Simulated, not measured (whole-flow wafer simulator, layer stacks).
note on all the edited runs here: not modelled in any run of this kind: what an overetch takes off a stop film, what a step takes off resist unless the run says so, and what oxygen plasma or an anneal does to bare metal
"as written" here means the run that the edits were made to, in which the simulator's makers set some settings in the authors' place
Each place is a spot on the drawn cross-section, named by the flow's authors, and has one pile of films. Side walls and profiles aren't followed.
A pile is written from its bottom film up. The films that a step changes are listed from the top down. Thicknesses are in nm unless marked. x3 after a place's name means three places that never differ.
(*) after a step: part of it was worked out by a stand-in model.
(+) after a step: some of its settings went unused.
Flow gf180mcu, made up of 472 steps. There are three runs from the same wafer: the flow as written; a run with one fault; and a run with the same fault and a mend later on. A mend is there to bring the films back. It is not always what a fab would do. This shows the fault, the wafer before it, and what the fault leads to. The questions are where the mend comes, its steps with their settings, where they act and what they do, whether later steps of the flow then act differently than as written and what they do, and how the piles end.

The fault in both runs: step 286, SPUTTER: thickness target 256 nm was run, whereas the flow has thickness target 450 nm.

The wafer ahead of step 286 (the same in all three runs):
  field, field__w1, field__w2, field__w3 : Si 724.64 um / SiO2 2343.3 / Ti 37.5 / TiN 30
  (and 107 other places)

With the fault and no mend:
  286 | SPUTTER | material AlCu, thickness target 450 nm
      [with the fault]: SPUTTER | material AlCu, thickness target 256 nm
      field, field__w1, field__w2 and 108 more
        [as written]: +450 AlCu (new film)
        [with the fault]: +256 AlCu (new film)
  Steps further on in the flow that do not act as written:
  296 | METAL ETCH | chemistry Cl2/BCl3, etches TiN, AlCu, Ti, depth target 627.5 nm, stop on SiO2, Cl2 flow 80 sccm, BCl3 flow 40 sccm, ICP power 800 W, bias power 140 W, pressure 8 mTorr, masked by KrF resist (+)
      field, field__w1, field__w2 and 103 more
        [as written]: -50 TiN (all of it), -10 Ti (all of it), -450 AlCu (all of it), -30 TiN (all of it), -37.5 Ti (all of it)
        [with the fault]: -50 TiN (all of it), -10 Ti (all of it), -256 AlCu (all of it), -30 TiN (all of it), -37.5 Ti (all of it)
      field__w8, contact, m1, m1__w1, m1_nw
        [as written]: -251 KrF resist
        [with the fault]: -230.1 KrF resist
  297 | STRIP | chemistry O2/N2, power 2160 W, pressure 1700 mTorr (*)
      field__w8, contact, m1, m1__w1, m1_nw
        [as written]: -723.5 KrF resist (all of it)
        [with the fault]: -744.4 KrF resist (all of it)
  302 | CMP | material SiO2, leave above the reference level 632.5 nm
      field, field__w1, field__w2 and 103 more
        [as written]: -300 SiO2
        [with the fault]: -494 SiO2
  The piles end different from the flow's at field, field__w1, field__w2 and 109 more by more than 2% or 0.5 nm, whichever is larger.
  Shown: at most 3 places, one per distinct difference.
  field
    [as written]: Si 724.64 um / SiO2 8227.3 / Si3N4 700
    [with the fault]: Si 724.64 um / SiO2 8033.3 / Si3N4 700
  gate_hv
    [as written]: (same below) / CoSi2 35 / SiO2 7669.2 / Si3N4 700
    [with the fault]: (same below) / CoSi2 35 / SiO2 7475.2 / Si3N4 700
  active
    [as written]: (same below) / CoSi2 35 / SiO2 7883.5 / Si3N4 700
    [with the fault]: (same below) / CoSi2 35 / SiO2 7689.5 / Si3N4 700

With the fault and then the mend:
  The mend stands after step 286.
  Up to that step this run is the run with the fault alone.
  286a | SPUTTER | material AlCu, thickness target 194 nm (the flow's step 286, run once more with other settings)
      field, field__w1, field__w2 and 108 more
        +194 AlCu
  None of the later steps of the flow acts differently than as written at any place that is followed.
  The piles end the same as the flow's at every place that both follow.
